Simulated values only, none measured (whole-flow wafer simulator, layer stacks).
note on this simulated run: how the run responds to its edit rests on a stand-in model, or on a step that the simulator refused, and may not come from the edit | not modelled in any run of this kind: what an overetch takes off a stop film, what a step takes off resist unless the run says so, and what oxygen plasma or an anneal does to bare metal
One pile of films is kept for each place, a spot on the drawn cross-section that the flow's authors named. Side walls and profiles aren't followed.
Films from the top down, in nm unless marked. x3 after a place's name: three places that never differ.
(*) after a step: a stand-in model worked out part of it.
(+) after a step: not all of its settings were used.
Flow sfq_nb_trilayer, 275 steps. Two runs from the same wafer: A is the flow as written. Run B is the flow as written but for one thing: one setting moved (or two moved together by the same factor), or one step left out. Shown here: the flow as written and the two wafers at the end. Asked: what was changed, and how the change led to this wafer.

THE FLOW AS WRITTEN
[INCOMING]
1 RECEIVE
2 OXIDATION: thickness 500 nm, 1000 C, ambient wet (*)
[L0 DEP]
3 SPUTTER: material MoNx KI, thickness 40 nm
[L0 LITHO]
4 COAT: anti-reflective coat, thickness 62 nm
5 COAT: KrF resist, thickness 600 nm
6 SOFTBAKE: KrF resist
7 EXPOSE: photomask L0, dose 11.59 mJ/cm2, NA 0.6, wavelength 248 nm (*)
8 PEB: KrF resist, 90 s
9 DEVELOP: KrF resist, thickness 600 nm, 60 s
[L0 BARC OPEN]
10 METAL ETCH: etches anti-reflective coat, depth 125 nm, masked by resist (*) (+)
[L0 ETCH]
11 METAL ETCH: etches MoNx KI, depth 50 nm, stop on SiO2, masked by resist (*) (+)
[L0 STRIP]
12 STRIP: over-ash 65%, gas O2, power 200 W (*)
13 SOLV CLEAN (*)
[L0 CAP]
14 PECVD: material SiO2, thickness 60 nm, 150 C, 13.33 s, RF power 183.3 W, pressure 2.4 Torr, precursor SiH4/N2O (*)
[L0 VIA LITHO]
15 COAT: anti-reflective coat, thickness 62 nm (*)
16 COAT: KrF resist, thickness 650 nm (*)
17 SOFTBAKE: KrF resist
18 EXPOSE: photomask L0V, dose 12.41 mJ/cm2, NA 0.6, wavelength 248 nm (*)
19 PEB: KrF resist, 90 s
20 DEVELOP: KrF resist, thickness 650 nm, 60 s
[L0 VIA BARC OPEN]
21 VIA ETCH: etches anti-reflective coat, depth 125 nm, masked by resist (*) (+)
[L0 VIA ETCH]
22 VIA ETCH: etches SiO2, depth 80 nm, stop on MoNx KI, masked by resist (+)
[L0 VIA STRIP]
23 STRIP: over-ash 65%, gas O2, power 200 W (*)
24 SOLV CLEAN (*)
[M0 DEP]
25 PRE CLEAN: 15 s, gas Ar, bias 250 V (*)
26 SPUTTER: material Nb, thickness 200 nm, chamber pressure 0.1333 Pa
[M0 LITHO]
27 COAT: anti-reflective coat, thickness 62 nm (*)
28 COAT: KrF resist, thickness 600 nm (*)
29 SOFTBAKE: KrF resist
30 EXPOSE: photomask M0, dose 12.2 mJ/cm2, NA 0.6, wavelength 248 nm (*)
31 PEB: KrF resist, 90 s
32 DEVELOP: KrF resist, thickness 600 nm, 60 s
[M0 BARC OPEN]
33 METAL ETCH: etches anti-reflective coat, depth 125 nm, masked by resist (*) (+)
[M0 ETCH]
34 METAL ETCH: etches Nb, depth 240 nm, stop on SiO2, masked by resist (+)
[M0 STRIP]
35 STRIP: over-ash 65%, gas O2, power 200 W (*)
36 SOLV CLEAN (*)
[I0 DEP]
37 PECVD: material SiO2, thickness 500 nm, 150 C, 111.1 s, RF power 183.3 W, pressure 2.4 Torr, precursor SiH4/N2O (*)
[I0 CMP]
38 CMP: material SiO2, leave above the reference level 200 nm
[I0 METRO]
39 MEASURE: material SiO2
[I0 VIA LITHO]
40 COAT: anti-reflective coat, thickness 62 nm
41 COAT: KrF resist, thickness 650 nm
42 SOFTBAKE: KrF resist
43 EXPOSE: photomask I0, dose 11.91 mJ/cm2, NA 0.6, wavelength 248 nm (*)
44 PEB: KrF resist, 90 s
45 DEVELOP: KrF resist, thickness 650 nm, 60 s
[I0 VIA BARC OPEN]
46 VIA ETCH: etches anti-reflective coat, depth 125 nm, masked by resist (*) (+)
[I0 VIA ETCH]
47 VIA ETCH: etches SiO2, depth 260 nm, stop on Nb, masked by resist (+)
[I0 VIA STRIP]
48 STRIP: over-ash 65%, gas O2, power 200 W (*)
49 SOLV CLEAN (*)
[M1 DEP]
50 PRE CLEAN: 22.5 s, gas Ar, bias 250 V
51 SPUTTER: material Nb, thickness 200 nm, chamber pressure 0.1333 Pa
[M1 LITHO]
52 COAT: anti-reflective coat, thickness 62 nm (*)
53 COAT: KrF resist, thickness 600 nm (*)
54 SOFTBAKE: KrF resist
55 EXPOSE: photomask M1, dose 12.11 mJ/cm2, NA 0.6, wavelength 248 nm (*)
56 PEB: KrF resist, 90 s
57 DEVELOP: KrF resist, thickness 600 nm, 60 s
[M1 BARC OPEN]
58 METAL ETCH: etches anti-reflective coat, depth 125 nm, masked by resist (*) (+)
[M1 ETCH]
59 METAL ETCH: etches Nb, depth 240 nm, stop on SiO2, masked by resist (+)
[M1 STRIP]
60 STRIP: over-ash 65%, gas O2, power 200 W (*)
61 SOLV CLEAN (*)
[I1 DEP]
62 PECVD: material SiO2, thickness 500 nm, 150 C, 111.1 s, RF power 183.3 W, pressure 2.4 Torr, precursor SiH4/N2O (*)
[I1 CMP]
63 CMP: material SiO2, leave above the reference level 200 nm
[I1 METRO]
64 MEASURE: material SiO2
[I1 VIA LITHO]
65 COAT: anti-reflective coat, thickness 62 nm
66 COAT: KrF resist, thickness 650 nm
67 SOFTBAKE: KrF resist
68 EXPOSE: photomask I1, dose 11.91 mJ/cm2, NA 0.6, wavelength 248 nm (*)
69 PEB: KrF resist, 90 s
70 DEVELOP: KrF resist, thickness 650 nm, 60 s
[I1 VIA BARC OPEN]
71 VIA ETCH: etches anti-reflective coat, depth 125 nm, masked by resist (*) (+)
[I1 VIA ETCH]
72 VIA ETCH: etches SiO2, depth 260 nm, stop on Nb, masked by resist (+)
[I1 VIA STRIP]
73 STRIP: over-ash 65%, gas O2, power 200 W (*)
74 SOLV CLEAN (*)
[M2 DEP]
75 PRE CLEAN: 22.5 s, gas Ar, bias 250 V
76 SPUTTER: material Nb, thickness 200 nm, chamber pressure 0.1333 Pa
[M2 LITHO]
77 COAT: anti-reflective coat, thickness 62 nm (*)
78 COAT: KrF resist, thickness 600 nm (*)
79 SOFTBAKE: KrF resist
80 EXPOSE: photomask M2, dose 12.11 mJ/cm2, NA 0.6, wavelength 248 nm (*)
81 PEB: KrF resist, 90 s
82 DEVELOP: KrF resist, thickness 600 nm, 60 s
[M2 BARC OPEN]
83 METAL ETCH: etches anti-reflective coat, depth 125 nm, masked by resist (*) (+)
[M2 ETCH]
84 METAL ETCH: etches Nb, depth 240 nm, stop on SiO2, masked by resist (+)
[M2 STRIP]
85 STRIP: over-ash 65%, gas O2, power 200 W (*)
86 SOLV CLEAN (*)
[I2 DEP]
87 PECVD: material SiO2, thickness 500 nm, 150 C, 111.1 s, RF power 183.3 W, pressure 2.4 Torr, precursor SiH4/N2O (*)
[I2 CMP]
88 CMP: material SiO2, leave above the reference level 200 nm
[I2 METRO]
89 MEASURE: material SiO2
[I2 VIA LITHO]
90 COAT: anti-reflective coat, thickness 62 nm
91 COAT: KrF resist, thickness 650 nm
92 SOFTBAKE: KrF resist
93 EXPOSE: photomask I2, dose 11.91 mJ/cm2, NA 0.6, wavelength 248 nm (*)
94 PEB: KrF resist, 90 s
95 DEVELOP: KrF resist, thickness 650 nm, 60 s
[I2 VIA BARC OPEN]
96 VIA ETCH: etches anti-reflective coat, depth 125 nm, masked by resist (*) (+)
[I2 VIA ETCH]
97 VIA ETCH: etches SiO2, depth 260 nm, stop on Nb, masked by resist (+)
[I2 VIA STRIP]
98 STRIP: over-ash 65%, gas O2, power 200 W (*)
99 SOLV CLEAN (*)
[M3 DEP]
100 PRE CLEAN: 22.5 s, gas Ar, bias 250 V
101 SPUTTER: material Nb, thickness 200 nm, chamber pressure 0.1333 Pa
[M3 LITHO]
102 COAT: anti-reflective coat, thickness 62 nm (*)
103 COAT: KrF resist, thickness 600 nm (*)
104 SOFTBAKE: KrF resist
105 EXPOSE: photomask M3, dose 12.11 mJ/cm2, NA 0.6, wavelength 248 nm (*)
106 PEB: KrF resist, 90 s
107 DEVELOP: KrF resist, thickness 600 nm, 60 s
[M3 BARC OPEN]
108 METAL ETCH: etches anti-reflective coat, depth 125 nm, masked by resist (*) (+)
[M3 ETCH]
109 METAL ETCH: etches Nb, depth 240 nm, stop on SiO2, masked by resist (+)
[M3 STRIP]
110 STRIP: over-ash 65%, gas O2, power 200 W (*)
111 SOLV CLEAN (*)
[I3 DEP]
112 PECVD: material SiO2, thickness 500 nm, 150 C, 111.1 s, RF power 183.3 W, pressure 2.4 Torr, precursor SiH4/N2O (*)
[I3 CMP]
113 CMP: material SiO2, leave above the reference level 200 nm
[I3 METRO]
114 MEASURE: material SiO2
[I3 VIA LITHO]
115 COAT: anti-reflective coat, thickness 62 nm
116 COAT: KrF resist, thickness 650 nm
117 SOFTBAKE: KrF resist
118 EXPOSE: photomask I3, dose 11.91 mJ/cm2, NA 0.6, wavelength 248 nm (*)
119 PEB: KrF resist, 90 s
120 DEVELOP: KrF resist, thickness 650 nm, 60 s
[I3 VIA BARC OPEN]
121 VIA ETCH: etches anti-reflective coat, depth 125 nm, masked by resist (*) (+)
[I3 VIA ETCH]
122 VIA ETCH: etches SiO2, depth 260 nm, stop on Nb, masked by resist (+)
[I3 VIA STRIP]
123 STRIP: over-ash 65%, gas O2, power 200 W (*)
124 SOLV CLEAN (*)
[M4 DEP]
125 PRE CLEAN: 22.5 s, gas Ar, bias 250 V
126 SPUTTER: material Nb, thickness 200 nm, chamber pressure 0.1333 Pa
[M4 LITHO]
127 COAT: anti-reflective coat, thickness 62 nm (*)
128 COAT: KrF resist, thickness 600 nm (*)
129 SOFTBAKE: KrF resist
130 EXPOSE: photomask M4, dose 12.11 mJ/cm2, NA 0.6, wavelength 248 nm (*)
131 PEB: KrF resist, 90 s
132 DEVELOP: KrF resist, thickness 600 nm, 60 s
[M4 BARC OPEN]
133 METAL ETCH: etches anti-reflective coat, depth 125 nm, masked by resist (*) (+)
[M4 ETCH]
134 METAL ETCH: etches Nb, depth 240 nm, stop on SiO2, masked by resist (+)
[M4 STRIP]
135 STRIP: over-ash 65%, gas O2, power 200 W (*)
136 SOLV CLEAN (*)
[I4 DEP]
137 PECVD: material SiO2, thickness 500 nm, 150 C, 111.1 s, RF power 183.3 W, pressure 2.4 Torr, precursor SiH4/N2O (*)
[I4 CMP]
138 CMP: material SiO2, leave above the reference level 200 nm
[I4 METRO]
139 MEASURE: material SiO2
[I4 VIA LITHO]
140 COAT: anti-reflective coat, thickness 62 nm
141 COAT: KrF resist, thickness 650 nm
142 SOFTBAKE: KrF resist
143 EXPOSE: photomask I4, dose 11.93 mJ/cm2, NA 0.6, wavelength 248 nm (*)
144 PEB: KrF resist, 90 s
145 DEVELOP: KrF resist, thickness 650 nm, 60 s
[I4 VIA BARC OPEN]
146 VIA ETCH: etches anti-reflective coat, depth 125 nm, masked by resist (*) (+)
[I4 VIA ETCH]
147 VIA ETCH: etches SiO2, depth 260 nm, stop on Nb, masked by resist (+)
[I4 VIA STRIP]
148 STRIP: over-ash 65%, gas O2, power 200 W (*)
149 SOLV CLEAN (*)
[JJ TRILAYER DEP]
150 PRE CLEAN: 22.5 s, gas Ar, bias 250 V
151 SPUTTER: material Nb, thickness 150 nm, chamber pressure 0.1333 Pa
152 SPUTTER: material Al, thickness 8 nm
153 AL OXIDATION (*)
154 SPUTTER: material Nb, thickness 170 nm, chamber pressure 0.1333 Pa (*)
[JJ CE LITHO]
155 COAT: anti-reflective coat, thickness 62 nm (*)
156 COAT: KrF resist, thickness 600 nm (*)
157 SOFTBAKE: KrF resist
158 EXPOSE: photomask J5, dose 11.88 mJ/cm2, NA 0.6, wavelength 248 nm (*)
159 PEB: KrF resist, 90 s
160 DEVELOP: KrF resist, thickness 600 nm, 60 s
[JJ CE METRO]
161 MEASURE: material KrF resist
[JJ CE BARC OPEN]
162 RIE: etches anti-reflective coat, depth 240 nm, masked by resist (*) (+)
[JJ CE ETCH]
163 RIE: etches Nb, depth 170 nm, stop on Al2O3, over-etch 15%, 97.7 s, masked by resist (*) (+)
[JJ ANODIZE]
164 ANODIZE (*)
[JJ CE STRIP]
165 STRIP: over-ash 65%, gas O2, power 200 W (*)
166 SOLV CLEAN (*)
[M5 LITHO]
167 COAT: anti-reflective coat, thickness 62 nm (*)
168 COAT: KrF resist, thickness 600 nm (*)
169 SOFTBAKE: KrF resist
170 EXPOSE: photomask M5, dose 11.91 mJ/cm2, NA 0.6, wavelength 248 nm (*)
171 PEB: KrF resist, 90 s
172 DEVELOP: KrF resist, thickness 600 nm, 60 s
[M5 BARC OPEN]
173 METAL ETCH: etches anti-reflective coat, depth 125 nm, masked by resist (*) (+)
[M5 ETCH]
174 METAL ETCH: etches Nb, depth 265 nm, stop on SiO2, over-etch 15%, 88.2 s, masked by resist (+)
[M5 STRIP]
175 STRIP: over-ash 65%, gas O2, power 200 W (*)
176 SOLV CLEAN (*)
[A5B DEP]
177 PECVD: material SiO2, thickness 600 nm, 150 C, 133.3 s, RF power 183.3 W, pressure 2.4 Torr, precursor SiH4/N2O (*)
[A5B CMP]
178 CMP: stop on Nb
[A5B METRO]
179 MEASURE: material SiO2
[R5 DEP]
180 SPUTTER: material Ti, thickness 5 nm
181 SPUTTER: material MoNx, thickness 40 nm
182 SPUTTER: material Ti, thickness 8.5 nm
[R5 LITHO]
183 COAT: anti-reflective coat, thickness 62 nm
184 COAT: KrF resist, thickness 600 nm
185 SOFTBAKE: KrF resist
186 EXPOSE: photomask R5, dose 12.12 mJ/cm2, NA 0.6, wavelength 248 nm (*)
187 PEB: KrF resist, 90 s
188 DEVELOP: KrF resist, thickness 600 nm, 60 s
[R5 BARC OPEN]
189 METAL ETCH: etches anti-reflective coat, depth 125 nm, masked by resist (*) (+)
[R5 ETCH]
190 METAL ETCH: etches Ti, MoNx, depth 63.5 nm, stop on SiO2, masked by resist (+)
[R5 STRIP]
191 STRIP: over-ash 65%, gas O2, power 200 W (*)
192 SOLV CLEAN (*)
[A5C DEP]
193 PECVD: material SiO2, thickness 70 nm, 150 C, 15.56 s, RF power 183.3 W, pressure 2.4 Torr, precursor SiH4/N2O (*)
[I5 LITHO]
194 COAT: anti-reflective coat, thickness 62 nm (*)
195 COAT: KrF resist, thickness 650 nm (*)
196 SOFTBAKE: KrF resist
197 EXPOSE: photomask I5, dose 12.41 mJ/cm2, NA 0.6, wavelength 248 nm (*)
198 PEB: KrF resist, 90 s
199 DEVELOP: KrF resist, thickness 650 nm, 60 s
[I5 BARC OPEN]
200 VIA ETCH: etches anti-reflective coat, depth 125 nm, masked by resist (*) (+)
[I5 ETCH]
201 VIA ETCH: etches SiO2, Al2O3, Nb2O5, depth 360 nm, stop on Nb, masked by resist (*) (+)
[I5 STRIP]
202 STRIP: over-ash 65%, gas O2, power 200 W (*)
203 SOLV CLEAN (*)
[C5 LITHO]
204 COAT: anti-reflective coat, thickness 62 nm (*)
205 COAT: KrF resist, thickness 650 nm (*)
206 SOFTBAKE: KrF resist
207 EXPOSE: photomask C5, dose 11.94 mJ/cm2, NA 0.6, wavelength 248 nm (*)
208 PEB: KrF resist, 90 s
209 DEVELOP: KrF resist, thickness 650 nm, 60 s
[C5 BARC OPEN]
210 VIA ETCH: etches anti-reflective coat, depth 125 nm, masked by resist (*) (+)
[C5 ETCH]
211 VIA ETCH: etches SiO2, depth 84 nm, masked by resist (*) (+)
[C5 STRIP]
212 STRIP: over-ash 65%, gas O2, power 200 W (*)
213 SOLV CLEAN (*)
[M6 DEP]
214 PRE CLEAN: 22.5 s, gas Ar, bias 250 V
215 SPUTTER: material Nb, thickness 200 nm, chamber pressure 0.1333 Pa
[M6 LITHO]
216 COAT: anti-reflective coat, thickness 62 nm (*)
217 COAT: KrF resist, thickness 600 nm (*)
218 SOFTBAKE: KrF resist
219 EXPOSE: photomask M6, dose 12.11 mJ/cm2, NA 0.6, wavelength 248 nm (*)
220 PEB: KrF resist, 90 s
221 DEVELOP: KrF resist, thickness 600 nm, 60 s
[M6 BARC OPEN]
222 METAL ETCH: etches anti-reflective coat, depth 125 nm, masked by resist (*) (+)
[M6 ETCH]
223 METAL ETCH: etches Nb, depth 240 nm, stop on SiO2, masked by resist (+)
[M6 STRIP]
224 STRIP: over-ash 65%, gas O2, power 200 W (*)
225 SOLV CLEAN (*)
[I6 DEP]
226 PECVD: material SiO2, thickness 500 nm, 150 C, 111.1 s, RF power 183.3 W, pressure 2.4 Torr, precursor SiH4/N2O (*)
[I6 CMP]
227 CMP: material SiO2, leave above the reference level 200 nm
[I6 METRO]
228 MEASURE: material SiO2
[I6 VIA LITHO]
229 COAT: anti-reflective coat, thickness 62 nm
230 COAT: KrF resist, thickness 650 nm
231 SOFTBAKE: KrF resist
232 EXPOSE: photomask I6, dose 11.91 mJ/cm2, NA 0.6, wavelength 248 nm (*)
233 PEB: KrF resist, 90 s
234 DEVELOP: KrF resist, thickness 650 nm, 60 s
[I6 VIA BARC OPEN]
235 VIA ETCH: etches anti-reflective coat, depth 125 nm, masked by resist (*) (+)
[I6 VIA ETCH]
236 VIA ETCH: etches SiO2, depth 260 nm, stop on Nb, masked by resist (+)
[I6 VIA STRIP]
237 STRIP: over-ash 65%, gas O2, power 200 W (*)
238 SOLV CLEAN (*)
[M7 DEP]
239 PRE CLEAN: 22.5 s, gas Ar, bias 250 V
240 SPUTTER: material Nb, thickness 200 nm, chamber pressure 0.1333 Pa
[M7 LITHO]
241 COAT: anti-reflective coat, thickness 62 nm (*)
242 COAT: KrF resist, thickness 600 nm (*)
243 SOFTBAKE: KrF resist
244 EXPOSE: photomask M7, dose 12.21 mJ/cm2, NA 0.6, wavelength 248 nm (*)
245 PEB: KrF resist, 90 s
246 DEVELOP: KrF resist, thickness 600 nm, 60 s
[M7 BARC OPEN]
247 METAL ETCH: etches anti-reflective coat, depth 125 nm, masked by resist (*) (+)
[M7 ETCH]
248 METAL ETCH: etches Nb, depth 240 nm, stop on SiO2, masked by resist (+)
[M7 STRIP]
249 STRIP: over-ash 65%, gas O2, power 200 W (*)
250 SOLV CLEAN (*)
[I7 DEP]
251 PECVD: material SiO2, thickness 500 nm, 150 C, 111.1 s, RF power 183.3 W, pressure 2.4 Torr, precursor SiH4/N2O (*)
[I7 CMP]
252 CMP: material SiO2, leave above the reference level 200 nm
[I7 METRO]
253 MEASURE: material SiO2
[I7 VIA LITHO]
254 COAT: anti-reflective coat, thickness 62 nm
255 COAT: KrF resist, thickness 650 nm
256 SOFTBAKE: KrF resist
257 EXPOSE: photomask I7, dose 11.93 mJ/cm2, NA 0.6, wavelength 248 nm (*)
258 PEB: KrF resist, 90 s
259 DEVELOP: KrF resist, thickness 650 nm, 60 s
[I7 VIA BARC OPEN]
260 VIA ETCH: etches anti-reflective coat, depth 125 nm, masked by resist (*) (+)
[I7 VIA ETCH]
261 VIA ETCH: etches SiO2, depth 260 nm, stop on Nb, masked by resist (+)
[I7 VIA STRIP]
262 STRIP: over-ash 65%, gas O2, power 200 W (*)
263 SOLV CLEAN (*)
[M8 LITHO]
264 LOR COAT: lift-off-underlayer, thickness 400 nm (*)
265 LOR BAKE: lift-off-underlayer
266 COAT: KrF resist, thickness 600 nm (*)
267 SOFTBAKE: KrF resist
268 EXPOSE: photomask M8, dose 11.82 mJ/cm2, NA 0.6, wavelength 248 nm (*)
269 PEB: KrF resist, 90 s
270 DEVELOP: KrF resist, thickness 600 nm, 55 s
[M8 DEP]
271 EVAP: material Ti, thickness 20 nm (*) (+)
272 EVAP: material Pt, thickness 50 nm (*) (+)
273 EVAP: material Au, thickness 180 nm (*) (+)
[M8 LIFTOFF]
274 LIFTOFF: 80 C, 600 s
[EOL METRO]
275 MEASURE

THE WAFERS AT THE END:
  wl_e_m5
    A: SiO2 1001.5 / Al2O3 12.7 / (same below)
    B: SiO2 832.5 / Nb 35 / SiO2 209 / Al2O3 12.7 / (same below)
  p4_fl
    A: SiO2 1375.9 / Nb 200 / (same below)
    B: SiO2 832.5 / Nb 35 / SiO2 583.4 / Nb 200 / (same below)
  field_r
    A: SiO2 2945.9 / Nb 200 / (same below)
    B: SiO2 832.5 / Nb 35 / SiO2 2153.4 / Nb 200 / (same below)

The cause: step 215, SPUTTER: thickness 275 nm was run, where the flow has thickness 200 nm.

How the change led to this, step by step:
  215 SPUTTER: material Nb, thickness 200 nm, chamber pressure 0.1333 Pa
      field_l, v_sur, via_wl and 100 more: A Nb +200 (new film) | B Nb +275 (new film)
      be: A Nb +147.3 | B Nb +201.5
      (and at 2 more places)
  216 COAT: anti-reflective coat, thickness 62 nm (*)
      be: A anti-reflective coat +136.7 (new film) | B anti-reflective coat +143.7 (new film)
      c5j: A anti-reflective coat +110.7 (new film) | B anti-reflective coat +113 (new film)
  223 METAL ETCH: etches Nb, depth 240 nm, stop on SiO2, masked by resist (+)
      field_l, gap, moat and 76 more: A Nb -200 (all of it) | B Nb -240
  224 STRIP: over-ash 65%, gas O2, power 200 W (*)
      be: A KrF resist -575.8 (all of it), anti-reflective coat -136.7 (all of it) | B KrF resist -587.6 (all of it), anti-reflective coat -143.7 (all of it)
      c5j: A KrF resist -418.3 (all of it), anti-reflective coat -110.7 (all of it) | B KrF resist -417.2 (all of it), anti-reflective coat -113 (all of it)
  226 PECVD: material SiO2, thickness 500 nm, 150 C, 111.1 s, RF power 183.3 W, pressure 2.4 Torr, precursor SiH4/N2O (*)
      field_l, p4_fl, p4_fm and 62 more: A SiO2 +500 | B SiO2 +500 (new film)
      moat, field_r, lsp_l, ln_m5, lsp_m: A SiO2 +493.6 | B SiO2 +492.3 (new film)
      (and at 10 more places)
  227 CMP: material SiO2, leave above the reference level 200 nm
      field_l, p4_fl, p4_fm and 59 more: A SiO2 -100 | B SiO2 -60
      moat, field_r, lsp_l, ln_m5, lsp_m: A SiO2 -93.6 | B SiO2 -52.3
      (and at 9 more places)
Counting metal films that touch as one body, wl_e_m5 has 7 bodies (between them, from the top down: SiO2 209 / Al2O3 12.7 / Nb2O5 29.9; SiO2 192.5; SiO2 192.5; SiO2 192.5; SiO2 192.5; SiO2 192.5); the flow as written gives 6 bodies (between them, from the top down: SiO2 192.5; SiO2 192.5; SiO2 192.5; SiO2 192.5; SiO2 192.5).
Counting metal films that touch as one body, p4_fl has 3 bodies (between them, from the top down: SiO2 583.4; SiO2 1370); the flow as written gives 2 bodies (between them, from the top down: SiO2 1370).
Counting metal films that touch as one body, field_r has 2 bodies (between them, from the top down: SiO2 2153.4); the flow as written gives 1 body.
